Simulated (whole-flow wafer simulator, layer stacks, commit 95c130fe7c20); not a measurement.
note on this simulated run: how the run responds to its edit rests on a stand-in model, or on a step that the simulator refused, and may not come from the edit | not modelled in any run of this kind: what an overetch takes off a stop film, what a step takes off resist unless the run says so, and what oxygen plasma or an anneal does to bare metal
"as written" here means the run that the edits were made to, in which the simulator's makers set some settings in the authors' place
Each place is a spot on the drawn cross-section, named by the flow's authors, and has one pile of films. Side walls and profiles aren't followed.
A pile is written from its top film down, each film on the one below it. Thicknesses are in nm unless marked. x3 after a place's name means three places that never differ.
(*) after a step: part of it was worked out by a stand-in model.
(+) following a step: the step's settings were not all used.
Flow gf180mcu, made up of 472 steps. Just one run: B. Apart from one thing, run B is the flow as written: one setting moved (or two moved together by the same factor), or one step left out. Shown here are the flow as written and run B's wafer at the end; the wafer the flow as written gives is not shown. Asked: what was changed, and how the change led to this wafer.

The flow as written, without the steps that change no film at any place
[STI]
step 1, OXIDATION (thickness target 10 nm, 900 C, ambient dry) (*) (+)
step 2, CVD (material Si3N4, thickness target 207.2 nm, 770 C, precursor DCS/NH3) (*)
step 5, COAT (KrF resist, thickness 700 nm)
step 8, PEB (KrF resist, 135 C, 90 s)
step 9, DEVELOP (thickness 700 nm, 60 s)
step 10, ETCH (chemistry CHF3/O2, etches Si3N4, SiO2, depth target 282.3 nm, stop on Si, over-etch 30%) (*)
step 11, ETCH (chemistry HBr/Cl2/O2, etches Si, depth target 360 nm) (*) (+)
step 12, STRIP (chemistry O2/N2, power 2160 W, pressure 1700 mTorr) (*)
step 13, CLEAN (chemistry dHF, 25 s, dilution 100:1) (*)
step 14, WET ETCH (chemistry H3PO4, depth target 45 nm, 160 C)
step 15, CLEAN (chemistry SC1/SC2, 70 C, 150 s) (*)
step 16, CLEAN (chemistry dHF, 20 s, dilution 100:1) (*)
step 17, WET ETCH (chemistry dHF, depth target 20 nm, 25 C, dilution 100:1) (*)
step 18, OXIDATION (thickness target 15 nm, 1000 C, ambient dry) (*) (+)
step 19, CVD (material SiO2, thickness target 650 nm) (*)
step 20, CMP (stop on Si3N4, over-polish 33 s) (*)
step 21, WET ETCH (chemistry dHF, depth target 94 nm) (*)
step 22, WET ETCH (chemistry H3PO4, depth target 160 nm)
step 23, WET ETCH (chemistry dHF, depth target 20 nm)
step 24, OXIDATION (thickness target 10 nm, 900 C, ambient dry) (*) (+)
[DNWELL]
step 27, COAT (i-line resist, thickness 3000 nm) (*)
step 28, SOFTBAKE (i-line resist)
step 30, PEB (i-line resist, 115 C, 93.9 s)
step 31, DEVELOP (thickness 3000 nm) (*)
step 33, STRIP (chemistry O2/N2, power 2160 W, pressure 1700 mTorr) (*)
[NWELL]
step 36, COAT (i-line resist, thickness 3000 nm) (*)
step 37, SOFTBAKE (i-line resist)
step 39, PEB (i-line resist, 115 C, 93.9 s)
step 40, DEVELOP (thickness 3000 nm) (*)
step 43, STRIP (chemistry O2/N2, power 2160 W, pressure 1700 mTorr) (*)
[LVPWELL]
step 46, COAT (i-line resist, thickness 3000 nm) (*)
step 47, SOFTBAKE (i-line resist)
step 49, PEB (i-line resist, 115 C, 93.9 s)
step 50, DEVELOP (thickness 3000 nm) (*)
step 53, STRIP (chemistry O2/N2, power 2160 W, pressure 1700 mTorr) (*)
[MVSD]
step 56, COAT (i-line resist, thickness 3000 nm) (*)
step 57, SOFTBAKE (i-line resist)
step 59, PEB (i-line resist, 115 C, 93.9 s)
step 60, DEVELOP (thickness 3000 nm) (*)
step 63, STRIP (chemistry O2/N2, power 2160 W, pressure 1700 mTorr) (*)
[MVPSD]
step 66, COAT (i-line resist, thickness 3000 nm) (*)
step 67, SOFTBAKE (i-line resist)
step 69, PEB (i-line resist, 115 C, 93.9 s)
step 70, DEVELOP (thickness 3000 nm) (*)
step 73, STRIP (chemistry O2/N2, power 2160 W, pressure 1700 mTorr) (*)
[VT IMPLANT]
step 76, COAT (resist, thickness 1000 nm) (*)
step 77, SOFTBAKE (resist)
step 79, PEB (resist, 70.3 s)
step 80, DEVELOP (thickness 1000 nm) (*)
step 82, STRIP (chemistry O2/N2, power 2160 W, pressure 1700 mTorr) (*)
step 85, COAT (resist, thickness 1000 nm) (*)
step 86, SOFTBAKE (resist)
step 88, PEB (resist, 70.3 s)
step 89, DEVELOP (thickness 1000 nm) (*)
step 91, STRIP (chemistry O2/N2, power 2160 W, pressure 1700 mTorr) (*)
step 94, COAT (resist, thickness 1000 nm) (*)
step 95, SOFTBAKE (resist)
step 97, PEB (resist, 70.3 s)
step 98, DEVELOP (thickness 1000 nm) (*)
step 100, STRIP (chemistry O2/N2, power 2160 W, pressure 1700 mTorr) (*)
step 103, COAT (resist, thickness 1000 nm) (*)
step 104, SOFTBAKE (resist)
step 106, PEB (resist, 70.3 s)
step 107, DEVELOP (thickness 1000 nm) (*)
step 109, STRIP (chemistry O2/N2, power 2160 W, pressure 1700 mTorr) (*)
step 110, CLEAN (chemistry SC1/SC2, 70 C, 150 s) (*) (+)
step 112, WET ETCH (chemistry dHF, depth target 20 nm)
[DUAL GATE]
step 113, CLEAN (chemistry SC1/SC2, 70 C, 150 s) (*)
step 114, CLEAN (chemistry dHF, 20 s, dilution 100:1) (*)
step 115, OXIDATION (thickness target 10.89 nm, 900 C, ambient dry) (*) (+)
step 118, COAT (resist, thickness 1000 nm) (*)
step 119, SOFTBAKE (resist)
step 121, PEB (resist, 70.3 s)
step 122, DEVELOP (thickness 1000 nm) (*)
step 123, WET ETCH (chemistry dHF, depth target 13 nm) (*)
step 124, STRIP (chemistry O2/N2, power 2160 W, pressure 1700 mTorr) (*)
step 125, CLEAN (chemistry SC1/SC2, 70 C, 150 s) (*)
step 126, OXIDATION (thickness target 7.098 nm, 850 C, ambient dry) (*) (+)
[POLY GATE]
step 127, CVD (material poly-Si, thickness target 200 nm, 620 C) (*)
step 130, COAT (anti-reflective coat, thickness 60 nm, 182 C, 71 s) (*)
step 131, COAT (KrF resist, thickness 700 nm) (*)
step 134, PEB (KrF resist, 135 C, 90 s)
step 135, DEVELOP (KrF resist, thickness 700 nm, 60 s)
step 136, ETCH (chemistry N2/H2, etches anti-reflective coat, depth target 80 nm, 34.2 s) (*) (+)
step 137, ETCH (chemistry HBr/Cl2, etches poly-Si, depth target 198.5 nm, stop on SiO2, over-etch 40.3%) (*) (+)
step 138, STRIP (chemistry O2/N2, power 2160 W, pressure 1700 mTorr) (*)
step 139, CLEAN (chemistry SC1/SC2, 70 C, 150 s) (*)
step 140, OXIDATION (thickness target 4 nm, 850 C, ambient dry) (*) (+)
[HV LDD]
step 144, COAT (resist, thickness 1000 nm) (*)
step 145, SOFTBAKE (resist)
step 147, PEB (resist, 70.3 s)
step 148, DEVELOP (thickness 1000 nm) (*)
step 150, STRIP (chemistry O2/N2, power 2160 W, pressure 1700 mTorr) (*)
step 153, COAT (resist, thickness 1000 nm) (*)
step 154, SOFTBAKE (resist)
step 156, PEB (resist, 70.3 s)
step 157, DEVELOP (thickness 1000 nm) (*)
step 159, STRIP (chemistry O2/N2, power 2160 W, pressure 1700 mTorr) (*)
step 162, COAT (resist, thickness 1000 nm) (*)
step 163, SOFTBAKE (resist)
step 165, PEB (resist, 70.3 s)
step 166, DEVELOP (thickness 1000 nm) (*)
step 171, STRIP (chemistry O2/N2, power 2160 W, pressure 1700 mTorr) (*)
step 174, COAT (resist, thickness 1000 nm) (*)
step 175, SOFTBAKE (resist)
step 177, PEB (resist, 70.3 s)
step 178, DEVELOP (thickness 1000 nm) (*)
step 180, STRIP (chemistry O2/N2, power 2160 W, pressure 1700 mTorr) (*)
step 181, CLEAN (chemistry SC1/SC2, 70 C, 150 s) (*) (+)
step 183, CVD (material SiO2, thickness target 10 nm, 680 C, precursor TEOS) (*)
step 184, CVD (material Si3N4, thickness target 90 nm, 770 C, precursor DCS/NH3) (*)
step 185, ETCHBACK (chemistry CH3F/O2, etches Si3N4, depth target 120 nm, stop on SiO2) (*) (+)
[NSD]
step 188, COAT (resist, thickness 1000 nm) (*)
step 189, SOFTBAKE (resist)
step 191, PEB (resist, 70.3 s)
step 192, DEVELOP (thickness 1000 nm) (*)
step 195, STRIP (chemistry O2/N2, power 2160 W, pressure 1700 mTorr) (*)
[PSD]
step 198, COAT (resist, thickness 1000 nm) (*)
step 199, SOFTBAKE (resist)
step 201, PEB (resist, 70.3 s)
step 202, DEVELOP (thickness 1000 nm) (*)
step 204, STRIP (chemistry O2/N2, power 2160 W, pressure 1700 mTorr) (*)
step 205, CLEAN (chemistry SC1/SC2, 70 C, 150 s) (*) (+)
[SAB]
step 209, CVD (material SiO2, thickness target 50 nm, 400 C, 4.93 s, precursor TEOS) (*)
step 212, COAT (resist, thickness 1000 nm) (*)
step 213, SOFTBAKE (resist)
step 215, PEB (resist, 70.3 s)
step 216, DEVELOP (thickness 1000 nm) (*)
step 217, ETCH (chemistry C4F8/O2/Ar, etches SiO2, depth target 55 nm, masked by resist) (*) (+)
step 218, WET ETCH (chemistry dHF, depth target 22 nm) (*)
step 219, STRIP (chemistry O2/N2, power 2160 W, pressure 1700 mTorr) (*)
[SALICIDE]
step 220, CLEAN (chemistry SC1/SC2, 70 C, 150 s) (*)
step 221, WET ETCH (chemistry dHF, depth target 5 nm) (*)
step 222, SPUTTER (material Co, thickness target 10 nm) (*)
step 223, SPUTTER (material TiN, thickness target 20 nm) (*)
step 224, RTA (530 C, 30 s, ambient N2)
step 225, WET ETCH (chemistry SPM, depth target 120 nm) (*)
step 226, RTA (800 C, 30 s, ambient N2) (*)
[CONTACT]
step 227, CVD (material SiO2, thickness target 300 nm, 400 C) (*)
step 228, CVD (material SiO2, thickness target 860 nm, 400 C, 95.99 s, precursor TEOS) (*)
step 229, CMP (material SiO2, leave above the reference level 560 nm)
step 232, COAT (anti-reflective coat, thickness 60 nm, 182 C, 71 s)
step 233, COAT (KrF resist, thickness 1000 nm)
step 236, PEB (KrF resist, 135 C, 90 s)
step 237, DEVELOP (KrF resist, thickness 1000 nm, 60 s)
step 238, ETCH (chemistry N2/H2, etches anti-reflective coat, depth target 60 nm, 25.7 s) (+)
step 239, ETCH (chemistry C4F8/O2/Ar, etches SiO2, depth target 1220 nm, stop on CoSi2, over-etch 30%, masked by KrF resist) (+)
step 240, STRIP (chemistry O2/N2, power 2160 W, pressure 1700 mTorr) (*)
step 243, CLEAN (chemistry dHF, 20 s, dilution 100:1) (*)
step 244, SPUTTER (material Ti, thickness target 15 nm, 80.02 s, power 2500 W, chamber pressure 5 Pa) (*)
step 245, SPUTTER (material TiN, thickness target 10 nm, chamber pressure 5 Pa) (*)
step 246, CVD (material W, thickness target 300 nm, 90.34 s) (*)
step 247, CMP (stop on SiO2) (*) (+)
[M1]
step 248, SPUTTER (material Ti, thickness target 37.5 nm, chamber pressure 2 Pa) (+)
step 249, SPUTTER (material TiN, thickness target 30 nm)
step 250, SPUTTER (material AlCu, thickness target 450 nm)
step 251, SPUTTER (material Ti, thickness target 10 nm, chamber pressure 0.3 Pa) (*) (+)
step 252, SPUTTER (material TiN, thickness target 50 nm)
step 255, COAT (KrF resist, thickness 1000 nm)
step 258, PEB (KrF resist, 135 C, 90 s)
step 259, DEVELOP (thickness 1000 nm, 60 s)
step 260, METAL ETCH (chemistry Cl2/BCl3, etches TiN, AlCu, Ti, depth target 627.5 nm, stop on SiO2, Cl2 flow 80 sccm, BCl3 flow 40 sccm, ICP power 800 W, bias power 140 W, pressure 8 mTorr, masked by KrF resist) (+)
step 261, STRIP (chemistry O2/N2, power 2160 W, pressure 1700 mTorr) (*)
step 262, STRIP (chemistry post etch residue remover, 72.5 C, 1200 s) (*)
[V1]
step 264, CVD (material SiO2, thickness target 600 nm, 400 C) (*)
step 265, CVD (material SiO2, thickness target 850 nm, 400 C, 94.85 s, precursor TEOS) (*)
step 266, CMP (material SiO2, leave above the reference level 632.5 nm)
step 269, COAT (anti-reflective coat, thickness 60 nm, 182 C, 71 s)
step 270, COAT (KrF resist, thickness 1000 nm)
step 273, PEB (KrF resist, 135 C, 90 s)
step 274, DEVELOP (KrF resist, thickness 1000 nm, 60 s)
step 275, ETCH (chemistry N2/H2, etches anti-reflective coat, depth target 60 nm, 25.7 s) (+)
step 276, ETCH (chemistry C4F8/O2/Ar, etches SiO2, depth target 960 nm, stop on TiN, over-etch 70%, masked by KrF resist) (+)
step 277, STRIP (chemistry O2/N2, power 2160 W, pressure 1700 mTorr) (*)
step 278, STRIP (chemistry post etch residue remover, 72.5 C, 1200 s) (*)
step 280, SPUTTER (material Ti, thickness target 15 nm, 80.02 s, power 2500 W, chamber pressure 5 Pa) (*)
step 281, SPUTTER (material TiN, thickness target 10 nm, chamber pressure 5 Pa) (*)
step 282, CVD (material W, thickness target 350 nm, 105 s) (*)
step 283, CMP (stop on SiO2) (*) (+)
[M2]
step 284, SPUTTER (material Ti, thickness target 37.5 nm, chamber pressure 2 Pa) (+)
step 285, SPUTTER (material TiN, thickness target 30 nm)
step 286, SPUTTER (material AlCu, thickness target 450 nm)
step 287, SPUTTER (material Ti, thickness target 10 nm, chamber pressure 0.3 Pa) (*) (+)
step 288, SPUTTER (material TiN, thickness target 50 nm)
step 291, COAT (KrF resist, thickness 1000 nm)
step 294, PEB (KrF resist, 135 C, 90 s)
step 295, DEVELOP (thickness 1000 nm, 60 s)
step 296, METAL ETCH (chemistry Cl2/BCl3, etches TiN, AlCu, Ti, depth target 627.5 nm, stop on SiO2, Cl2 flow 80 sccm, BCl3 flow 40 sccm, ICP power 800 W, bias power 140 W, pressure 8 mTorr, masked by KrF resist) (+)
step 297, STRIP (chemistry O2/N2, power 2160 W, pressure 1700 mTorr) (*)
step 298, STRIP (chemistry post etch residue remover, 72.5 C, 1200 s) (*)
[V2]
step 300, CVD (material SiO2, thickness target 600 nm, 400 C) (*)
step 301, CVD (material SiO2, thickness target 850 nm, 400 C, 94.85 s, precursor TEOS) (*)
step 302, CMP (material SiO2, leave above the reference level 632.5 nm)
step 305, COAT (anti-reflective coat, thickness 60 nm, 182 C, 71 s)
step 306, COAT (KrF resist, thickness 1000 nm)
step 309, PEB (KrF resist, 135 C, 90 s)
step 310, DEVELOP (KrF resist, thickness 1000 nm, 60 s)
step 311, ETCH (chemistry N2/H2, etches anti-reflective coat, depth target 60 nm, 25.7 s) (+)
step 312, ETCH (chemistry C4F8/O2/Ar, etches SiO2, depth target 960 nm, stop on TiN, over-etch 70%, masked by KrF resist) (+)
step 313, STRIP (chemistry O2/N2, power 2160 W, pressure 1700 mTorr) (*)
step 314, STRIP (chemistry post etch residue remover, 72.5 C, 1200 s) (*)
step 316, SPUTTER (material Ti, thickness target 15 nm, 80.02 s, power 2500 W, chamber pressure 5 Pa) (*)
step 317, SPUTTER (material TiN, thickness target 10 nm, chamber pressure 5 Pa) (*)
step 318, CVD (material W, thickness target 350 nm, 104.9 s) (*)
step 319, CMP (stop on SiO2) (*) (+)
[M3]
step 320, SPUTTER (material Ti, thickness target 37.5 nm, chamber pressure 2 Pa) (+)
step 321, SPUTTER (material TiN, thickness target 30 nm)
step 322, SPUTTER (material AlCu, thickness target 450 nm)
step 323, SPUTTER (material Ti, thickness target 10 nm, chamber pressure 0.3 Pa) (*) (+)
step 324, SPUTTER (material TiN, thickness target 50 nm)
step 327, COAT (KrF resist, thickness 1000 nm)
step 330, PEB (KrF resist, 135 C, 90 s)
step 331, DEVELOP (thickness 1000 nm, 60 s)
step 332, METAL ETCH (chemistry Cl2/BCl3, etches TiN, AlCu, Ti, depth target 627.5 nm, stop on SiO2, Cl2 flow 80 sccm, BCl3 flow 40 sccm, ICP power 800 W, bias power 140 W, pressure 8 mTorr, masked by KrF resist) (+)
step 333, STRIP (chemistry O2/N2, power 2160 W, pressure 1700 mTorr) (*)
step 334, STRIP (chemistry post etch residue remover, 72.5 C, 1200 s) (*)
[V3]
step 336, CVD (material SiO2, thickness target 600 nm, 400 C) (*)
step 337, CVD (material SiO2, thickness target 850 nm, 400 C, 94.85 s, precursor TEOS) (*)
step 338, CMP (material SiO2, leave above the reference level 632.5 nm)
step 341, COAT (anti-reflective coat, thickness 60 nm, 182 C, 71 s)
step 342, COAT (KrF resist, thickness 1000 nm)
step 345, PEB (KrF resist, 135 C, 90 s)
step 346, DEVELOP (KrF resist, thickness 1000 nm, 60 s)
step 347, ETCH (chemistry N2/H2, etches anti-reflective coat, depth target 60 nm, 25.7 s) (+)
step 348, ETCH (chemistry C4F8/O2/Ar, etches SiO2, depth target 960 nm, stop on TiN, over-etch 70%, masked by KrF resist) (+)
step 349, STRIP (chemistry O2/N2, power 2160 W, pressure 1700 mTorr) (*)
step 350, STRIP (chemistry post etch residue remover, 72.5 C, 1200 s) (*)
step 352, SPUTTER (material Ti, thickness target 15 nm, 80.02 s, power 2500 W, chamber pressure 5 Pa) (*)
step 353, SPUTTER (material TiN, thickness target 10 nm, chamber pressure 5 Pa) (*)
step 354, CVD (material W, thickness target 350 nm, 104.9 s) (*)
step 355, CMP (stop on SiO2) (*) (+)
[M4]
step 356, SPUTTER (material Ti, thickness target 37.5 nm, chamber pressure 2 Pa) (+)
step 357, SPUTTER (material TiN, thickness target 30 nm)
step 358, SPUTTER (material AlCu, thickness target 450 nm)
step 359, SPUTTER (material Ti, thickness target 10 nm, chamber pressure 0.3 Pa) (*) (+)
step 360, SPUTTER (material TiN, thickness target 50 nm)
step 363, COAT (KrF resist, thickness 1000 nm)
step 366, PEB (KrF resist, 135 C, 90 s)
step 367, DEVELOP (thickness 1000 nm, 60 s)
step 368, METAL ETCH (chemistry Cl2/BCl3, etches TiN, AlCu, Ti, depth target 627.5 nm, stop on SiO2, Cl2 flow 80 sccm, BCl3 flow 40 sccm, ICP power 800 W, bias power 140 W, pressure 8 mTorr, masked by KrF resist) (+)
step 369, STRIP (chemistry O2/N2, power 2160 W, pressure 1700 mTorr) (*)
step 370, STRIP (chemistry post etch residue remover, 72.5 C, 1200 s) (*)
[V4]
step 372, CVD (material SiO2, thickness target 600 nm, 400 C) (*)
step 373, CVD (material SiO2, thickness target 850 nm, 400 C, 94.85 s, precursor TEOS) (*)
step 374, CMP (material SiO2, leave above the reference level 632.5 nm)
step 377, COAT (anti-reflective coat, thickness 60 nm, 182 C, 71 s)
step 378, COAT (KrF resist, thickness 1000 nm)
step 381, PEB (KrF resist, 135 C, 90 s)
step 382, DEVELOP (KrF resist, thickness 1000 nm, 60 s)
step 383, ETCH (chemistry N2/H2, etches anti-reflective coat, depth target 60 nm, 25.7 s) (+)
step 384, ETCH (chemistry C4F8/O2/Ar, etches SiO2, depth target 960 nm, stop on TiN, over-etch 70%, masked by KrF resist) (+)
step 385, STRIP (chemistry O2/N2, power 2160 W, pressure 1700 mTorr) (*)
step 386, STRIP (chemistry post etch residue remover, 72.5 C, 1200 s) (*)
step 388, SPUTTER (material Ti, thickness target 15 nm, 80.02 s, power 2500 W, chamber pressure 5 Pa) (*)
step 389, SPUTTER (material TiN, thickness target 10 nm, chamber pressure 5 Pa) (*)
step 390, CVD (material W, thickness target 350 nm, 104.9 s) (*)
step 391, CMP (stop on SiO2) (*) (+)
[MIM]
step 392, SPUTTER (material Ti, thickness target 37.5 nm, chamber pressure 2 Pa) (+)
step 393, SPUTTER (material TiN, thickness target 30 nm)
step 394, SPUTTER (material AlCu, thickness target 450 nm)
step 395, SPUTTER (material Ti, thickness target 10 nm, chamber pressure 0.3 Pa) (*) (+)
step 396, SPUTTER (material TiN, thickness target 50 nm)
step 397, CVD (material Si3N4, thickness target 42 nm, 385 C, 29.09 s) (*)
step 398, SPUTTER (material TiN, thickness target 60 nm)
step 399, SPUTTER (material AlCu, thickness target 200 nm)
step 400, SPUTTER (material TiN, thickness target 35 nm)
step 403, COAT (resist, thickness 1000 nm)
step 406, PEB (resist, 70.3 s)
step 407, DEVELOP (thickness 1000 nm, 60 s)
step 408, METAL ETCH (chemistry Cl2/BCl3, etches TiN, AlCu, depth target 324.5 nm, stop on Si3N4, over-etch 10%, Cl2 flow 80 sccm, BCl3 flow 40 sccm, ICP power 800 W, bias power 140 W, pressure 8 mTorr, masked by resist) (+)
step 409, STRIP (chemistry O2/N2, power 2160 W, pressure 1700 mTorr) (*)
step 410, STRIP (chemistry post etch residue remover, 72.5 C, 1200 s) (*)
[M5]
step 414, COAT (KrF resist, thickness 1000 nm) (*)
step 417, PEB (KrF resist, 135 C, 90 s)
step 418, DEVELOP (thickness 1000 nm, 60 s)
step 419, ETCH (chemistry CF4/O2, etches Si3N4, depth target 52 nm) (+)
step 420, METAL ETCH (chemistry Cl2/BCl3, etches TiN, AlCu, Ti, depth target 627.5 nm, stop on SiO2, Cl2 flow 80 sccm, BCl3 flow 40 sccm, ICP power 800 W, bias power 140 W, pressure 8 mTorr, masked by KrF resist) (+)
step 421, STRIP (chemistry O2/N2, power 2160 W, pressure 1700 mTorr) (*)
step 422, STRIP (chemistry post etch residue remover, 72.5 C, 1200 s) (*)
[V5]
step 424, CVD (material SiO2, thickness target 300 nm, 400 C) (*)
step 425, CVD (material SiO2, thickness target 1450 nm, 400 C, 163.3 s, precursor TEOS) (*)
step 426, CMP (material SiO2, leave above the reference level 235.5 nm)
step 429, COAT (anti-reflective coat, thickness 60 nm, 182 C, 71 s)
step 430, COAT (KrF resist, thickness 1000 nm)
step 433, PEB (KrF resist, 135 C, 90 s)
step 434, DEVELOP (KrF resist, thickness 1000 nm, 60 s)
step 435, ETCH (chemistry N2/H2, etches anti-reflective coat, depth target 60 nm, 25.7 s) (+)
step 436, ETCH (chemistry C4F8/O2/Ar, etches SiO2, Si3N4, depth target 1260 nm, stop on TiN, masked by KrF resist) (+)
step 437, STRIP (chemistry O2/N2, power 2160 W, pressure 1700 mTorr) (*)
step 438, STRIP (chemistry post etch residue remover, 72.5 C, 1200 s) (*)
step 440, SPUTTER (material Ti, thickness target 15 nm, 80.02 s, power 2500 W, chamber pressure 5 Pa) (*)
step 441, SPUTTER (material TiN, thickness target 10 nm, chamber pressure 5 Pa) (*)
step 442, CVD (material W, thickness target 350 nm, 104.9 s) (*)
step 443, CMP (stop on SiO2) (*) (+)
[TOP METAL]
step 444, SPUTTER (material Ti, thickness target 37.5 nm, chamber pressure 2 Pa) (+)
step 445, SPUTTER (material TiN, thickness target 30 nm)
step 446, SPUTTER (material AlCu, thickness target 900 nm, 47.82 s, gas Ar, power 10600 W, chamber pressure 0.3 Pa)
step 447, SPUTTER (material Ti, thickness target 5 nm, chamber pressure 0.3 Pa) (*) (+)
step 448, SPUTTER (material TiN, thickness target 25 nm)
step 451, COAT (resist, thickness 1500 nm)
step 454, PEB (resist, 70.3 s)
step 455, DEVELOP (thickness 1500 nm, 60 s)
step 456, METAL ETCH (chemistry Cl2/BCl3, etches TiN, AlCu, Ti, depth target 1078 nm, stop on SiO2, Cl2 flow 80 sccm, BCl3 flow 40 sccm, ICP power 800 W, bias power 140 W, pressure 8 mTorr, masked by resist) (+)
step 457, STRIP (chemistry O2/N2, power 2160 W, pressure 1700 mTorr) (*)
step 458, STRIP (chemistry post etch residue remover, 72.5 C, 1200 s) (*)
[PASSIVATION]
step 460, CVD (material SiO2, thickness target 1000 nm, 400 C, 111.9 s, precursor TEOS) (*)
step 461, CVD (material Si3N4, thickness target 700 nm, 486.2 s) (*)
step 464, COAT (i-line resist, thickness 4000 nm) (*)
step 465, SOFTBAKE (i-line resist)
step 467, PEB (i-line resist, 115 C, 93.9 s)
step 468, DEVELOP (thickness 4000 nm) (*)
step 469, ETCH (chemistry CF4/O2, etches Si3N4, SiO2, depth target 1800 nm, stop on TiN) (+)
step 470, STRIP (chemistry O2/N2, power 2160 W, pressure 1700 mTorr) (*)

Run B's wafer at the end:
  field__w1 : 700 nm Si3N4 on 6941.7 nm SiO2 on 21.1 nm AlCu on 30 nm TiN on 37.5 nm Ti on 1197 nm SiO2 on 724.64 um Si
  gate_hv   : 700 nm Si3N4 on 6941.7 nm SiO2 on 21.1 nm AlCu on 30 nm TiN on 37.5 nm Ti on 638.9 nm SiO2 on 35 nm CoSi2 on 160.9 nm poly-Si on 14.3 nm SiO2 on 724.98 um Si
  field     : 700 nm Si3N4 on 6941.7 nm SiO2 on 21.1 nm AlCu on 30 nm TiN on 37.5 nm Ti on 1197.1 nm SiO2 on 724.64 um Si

What caused this: step 260, METAL ETCH: depth target 483.2 nm was run, though the flow has depth target 627.5 nm.

Step by step, how the change led to this:
  step 260, METAL ETCH (chemistry Cl2/BCl3, etches TiN, AlCu, Ti, depth target 627.5 nm, stop on SiO2, Cl2 flow 80 sccm, BCl3 flow 40 sccm, ICP power 800 W, bias power 140 W, pressure 8 mTorr, masked by KrF resist) (+)
      field, field__w1, field__w2 and 99 more: -50 TiN (all of it), -10 Ti (all of it), -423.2 AlCu (as written it would have been: -50 TiN (all of it), -10 Ti (all of it), -450 AlCu (all of it), -30 TiN (all of it), -37.5 Ti (all of it))
      field__w8, contact, m1 and 6 more: -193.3 KrF resist (as written it would have been: -251 KrF resist)
  step 261, STRIP (chemistry O2/N2, power 2160 W, pressure 1700 mTorr) (*)
      field__w8, contact, m1 and 6 more: -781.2 KrF resist (all of it) (as written it would have been: -723.5 KrF resist (all of it))
  step 262, STRIP (chemistry post etch residue remover, 72.5 C, 1200 s) (*)
      field, field__w1, field__w2 and 99 more: -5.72 AlCu (as written it would have been: nothing)
  step 264, CVD (material SiO2, thickness target 600 nm, 400 C) (*)
      field, field__w1, field__w2 and 99 more: +600 SiO2 (new film) (as written it would have been: +600 SiO2)
  step 266, CMP (material SiO2, leave above the reference level 632.5 nm)
      field, field__w1, field__w2 and 99 more: -388.6 SiO2 (as written it would have been: -300 SiO2)
With metal films that touch counted as one body, field__w1 has 1 body; the flow as written gives 0 bodies.
With metal films that touch counted as one body, gate_hv has 2 bodies (between them, from the top down: SiO2 638.9); the flow as written gives 1 body.
With metal films that touch counted as one body, field has 1 body; the flow as written gives 0 bodies.
